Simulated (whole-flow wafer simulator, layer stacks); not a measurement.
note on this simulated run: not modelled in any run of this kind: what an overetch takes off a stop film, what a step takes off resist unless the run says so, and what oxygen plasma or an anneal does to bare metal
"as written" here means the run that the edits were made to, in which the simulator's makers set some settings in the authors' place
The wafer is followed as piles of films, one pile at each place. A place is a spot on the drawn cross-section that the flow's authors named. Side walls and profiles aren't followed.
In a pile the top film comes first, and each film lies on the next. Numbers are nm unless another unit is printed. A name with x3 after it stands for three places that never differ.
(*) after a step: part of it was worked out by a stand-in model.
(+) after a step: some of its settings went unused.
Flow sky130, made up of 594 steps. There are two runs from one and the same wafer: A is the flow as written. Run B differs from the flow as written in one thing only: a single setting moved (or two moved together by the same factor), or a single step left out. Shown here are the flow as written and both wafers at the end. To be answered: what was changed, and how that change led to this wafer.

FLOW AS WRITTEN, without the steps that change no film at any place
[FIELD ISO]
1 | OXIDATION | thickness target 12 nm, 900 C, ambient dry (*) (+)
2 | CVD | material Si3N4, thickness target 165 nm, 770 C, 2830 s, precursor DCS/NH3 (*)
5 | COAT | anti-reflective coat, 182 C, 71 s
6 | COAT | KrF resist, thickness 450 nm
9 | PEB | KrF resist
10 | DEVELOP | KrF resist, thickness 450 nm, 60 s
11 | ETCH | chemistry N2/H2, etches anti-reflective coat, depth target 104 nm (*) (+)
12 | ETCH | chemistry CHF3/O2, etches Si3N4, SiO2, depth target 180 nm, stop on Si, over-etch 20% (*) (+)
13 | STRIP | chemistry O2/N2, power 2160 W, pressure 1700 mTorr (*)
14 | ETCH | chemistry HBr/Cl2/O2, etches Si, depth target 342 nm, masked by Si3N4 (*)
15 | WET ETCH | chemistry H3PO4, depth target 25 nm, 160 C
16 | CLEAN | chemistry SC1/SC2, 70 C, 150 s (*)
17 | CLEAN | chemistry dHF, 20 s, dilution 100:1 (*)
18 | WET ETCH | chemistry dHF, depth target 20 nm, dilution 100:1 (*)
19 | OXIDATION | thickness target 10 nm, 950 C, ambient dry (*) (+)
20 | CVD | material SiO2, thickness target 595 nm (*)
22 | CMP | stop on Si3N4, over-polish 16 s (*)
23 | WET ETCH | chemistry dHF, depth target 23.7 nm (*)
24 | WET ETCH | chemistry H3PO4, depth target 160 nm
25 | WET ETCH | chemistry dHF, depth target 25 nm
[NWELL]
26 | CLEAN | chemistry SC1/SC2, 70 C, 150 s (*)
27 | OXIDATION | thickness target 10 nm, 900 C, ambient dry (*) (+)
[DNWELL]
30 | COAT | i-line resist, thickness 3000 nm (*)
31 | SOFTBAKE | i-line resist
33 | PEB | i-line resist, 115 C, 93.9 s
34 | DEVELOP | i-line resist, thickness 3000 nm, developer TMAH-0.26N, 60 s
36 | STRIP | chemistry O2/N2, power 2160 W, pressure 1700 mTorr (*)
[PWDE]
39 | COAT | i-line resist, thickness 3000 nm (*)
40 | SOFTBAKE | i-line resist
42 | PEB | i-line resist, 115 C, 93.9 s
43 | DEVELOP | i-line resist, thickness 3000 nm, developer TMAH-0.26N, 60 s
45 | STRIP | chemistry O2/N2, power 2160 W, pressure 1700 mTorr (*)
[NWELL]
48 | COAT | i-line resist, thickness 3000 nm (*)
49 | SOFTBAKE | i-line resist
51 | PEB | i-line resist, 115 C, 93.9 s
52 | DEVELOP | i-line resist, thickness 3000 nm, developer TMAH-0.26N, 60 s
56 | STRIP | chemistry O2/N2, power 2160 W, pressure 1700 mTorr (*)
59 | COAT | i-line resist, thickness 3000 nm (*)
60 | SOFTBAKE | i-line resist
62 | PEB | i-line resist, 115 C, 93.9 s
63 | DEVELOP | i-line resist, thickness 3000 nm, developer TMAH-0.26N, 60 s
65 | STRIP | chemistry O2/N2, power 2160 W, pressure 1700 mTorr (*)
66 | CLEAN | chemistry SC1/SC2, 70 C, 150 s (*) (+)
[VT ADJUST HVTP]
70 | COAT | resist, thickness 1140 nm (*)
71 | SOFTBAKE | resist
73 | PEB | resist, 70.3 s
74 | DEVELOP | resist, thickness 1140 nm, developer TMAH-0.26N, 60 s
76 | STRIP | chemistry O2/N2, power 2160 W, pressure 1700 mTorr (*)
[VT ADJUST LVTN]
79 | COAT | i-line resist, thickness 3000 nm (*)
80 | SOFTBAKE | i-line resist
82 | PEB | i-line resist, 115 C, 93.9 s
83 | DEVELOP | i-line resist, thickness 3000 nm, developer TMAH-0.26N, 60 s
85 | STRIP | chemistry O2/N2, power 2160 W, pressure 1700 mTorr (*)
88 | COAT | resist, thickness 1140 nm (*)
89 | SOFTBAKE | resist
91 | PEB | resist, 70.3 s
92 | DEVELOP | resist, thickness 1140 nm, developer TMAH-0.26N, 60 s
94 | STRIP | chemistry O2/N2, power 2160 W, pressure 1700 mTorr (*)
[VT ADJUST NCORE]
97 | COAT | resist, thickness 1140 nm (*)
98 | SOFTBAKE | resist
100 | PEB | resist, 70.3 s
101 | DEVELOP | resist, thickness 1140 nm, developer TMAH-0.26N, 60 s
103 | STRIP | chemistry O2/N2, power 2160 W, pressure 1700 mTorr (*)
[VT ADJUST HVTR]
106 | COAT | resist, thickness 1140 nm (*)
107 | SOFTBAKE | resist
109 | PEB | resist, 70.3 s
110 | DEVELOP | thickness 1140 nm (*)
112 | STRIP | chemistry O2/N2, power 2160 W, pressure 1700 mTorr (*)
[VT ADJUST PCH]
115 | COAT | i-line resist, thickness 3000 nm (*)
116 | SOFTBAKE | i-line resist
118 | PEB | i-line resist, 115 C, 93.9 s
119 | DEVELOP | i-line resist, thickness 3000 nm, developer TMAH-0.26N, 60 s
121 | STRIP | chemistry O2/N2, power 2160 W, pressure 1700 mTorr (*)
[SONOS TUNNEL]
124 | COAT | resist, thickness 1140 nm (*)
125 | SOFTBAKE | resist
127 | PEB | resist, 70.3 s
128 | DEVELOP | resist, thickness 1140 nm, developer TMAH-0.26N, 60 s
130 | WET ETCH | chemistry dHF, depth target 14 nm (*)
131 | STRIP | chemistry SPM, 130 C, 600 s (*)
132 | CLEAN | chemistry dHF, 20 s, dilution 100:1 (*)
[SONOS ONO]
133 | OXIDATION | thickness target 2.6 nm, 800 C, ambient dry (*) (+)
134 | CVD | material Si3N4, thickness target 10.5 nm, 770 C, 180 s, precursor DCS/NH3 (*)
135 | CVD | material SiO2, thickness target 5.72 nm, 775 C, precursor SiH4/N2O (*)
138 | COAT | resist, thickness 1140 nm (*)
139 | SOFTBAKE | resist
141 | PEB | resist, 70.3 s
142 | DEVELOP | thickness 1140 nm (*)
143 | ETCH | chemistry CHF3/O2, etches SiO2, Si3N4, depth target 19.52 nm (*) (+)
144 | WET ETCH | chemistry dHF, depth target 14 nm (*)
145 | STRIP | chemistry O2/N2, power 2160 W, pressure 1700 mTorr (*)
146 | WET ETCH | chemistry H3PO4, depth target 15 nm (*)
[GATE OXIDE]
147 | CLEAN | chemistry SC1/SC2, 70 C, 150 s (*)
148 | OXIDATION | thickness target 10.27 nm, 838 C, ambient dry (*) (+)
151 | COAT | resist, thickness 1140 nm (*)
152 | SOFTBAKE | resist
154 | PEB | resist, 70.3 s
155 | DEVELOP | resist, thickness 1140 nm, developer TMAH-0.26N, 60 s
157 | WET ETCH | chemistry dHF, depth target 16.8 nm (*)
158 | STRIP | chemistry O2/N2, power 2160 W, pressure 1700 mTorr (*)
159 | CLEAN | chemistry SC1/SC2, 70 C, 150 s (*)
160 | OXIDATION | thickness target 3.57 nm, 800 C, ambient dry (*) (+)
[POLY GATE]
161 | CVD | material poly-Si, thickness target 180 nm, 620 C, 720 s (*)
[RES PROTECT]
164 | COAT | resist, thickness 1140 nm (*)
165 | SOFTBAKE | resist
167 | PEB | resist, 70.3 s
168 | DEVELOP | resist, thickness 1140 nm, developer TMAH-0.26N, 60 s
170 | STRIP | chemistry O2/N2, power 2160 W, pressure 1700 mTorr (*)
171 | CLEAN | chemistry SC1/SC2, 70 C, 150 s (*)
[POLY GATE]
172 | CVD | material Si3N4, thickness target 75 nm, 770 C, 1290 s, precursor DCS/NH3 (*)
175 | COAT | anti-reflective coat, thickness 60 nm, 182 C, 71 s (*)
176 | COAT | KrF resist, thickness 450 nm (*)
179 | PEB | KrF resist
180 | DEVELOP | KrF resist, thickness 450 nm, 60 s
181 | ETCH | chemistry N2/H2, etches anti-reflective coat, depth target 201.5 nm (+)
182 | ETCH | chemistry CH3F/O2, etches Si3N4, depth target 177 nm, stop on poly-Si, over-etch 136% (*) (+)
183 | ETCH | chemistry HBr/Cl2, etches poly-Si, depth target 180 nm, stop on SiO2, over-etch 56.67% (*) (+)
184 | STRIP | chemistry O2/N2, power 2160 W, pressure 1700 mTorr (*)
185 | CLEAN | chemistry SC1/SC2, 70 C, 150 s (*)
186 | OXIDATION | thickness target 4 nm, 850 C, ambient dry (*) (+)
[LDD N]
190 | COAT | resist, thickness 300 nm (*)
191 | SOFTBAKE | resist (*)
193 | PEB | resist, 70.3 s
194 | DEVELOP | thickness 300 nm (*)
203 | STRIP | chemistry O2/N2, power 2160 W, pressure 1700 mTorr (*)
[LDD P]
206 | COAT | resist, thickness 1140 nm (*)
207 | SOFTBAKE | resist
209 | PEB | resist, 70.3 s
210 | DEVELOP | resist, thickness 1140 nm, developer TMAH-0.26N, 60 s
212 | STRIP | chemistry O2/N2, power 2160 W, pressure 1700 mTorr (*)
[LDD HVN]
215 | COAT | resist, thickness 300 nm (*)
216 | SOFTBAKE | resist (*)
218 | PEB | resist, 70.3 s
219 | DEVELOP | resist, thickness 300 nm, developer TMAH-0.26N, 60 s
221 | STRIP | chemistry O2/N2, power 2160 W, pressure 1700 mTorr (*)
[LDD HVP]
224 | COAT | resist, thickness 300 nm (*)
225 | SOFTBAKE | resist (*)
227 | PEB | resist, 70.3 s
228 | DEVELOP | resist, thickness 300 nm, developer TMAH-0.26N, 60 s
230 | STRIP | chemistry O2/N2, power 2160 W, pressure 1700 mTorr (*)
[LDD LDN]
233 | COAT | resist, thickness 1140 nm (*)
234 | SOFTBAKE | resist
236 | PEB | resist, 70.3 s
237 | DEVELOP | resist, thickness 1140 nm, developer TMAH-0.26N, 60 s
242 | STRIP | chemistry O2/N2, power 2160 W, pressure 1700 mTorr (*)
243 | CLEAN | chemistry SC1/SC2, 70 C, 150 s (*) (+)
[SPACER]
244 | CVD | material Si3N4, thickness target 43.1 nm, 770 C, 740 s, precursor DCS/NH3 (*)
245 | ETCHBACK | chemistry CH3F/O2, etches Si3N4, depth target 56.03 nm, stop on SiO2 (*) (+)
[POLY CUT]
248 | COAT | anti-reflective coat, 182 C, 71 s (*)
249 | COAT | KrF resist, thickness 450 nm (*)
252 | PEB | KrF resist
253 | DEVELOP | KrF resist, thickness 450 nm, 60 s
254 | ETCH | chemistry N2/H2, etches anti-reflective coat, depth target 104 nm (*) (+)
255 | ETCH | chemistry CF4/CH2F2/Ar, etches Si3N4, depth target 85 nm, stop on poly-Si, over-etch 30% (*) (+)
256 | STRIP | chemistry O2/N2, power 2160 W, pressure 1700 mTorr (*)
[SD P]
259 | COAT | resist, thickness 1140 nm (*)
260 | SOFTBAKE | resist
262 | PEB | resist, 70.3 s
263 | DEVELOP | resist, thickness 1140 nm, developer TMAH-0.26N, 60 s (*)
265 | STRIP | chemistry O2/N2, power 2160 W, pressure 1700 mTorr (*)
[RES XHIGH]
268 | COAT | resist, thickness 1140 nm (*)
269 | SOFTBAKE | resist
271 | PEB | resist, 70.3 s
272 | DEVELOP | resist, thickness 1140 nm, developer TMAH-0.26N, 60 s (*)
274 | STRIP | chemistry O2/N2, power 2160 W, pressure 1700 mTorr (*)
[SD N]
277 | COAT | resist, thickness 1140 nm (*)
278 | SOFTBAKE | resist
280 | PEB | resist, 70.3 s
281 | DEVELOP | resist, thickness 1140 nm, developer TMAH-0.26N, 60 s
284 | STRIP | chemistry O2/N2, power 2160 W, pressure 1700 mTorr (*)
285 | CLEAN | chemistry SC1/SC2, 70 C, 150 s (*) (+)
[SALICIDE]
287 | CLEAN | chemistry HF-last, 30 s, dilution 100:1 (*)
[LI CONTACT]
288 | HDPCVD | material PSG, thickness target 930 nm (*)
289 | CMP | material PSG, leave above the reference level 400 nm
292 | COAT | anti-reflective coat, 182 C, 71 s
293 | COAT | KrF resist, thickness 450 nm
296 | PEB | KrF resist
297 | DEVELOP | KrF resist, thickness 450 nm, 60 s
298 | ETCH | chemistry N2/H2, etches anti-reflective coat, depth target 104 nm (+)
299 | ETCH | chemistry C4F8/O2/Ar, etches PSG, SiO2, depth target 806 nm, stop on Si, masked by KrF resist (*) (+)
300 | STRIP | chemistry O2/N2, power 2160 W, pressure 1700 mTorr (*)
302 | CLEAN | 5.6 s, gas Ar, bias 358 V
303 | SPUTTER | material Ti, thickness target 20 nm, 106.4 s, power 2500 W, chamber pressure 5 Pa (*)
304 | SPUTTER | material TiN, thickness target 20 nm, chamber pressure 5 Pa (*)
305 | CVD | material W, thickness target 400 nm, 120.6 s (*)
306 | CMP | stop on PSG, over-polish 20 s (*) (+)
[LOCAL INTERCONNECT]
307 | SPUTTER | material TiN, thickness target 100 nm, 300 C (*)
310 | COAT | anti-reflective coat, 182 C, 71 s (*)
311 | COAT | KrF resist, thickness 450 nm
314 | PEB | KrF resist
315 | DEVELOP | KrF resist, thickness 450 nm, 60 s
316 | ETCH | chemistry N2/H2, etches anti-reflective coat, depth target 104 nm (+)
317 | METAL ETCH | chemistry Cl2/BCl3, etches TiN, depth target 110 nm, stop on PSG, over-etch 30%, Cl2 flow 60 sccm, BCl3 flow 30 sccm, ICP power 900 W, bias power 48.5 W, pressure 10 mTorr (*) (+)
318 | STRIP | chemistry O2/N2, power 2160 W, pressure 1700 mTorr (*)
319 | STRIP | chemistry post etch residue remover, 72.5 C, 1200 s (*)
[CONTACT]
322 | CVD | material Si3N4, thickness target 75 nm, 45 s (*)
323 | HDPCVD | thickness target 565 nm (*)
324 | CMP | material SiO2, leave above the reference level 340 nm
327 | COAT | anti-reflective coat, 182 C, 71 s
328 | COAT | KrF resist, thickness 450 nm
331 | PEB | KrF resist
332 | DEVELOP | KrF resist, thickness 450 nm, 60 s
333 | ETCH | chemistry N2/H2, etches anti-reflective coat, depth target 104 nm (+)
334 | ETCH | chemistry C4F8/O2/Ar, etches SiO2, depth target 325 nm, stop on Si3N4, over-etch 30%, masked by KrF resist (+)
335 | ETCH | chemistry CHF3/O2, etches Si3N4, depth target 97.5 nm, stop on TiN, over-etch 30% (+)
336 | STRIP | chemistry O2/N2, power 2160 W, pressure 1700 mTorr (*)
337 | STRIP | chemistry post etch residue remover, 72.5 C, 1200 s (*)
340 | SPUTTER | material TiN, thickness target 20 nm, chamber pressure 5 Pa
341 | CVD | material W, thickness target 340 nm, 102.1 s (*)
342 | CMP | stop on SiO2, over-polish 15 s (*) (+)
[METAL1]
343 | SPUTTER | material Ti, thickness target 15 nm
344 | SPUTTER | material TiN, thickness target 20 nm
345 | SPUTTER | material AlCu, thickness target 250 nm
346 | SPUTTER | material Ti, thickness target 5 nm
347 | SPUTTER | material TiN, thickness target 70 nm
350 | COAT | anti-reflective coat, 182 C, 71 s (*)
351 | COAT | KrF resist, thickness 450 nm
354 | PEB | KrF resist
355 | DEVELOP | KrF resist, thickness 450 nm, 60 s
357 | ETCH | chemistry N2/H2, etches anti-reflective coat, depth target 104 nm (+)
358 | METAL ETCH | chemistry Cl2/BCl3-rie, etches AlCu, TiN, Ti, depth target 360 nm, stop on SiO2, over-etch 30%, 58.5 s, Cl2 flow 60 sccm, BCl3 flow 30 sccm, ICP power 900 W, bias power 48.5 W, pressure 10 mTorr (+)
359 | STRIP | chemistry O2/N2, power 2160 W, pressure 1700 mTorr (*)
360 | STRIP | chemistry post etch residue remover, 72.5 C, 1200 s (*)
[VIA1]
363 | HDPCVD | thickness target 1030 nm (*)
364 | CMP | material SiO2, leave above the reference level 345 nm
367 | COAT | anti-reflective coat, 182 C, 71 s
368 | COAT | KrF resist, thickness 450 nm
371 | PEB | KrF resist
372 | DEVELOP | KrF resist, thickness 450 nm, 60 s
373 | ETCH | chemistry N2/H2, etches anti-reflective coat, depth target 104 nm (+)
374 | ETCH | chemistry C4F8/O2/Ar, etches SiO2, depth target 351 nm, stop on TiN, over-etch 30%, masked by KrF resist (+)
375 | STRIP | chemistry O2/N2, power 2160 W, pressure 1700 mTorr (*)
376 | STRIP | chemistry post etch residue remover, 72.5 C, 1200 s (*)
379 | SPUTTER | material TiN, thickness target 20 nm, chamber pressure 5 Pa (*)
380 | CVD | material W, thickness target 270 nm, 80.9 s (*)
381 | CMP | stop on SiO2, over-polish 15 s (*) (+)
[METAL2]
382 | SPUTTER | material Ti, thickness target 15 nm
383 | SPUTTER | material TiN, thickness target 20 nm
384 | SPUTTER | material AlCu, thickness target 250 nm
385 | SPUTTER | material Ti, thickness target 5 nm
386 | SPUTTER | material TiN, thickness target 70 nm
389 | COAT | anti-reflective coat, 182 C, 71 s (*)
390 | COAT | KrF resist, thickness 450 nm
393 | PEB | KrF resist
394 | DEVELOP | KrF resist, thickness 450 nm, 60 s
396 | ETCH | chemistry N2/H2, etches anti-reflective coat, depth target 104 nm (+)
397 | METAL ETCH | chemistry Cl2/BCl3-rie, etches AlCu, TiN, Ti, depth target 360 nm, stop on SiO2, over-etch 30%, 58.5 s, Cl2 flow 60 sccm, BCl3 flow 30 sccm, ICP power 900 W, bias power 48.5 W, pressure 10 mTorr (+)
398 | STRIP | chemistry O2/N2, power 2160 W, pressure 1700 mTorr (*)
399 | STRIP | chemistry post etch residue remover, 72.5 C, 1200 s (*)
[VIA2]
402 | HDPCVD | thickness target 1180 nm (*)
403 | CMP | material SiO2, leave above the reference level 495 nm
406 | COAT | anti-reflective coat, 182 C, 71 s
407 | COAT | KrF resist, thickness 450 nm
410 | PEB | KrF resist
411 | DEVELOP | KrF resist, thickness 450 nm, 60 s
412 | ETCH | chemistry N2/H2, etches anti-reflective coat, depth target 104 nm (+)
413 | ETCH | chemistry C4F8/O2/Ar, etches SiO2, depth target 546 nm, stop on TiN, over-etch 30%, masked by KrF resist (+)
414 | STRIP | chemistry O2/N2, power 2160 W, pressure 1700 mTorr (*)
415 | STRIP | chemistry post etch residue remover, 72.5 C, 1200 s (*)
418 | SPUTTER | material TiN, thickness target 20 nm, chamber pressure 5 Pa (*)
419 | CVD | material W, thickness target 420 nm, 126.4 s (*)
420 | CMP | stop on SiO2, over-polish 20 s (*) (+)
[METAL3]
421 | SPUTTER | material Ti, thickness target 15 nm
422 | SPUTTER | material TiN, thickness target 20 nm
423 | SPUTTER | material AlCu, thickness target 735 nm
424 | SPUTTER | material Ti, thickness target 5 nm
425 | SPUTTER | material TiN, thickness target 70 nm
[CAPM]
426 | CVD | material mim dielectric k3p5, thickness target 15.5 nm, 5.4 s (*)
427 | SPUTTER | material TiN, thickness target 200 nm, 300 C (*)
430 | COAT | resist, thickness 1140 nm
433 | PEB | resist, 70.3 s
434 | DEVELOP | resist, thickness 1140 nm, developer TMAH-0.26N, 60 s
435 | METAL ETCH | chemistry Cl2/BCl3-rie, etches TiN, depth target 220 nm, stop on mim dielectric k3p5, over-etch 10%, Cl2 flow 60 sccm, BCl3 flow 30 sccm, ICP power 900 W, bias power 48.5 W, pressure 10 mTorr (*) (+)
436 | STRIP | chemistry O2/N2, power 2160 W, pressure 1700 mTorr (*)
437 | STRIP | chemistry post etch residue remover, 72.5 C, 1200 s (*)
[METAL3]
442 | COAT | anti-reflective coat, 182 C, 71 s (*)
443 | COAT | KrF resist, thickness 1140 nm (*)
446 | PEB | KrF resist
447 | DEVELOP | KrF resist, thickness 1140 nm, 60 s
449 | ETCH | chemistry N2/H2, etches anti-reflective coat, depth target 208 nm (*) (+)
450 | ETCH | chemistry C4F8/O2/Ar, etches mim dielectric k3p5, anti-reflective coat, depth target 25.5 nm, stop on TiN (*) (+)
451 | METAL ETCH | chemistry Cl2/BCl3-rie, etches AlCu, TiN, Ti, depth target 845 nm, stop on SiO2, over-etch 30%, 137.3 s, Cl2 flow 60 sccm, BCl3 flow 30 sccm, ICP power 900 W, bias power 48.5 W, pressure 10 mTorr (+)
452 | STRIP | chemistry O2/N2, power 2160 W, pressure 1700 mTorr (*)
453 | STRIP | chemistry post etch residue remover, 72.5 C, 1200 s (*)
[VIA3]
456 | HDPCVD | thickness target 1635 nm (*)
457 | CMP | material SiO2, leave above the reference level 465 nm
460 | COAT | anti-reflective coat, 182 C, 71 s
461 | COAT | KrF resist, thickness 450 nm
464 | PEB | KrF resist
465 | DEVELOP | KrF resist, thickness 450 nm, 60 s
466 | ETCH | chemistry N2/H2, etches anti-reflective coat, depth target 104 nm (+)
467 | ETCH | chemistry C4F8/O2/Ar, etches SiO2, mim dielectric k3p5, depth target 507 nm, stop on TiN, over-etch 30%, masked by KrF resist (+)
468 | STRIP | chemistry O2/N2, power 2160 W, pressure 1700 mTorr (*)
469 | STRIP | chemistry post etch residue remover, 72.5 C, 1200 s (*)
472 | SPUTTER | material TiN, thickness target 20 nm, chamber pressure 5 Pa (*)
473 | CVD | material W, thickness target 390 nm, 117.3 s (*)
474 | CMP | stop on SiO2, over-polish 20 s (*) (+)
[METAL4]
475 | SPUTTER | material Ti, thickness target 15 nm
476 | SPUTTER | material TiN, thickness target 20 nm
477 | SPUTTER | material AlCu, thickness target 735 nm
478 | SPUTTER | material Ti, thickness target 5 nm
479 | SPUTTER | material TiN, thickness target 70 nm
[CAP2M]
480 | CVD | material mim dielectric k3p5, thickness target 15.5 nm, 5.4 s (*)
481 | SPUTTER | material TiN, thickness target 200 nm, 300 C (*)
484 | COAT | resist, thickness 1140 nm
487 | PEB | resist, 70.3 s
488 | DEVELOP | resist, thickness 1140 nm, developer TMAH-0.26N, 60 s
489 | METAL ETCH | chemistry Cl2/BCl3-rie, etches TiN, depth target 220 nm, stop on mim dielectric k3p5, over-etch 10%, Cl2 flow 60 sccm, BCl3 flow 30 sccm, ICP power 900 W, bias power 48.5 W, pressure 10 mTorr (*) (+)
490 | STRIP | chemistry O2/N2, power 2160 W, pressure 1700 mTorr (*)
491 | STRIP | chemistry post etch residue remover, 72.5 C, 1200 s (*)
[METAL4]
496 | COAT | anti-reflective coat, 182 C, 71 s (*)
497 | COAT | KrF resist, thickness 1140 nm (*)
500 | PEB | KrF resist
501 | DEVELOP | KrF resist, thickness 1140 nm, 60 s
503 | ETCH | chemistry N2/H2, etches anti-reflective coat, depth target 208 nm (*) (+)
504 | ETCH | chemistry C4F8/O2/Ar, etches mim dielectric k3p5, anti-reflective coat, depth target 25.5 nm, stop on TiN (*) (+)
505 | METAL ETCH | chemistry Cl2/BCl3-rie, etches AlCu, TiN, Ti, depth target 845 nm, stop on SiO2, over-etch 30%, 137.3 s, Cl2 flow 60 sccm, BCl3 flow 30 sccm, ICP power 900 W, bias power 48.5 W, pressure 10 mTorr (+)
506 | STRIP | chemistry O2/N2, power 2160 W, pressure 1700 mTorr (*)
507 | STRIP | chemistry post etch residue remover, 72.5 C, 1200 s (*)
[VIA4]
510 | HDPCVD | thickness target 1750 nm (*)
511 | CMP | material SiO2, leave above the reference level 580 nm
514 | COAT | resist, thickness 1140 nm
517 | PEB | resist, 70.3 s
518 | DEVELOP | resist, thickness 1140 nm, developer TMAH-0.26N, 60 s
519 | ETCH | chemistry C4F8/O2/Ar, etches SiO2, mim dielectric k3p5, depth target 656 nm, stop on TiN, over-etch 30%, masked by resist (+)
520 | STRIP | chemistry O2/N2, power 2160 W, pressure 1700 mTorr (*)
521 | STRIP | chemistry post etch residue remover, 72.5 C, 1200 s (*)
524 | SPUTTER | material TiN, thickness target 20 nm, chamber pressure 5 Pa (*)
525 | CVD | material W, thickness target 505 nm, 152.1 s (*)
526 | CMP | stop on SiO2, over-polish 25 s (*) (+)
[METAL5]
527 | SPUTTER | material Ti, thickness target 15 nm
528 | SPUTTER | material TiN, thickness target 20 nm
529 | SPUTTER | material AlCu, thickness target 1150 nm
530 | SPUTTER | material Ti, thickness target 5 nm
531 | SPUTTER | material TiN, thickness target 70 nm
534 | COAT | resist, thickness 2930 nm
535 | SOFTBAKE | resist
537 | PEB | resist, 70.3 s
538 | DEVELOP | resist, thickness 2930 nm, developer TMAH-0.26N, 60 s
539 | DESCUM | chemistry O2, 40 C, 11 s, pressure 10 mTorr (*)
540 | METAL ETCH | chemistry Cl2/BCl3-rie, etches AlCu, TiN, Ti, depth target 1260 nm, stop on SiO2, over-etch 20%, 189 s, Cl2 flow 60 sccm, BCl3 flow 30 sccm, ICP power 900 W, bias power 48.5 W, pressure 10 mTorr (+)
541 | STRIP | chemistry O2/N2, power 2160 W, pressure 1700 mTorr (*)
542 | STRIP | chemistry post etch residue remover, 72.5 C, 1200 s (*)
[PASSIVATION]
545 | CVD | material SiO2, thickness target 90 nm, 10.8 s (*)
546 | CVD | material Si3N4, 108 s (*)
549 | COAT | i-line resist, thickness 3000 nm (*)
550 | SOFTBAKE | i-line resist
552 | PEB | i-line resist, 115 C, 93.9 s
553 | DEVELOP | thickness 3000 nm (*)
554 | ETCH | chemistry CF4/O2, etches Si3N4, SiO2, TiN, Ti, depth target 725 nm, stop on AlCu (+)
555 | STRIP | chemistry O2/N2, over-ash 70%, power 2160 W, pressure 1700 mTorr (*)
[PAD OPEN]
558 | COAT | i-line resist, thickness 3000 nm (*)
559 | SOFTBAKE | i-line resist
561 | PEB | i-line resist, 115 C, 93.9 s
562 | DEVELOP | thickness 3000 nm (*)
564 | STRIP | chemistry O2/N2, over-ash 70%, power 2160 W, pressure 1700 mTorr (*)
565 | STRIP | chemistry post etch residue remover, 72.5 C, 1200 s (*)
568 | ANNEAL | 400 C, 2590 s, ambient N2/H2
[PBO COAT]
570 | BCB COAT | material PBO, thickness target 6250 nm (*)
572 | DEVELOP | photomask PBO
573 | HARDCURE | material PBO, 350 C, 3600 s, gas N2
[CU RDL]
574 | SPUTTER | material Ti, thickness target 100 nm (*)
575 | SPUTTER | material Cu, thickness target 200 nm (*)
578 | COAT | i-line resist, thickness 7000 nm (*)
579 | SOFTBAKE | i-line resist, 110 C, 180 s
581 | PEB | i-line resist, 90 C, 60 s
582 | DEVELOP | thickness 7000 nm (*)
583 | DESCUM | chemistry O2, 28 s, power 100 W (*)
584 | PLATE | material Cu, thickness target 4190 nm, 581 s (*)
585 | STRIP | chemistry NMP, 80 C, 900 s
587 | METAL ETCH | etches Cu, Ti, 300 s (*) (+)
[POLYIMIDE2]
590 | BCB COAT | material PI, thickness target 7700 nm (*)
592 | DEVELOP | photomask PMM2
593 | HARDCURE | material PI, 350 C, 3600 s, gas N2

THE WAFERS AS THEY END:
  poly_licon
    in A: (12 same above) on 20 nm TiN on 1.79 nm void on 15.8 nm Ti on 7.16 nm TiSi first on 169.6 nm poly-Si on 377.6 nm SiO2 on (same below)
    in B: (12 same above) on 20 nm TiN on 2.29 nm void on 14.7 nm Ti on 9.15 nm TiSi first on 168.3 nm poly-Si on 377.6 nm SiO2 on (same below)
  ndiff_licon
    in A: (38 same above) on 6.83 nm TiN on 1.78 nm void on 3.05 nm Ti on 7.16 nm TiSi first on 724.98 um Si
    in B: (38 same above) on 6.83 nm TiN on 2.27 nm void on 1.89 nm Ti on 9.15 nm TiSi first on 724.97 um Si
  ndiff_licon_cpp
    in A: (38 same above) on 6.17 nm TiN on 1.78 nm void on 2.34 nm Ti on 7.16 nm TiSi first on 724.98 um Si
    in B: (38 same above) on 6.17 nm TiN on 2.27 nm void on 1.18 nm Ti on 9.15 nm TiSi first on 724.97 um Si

Cause: step 593, HARDCURE: 394 C was run, whereas the flow has 350 C.

Step by step, how the change led to this:
  593 | HARDCURE | material PI, 350 C, 3600 s, gas N2
      poly_licon, rpo_hd_licon: A -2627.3 PI, +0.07 void, -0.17 Ti, +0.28 TiSi first, -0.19 poly-Si | B -2627.3 PI, +0.57 void, -1.33 Ti, +2.27 TiSi first, -1.51 poly-Si
      ndiff_licon: A -2692.9 PI, +0.07 void, -0.17 Ti, +0.28 TiSi first, -0.19 Si | B -2692.9 PI, +0.56 void, -1.33 Ti, +2.27 TiSi first, -1.51 Si
      (and at 1 other place as well)
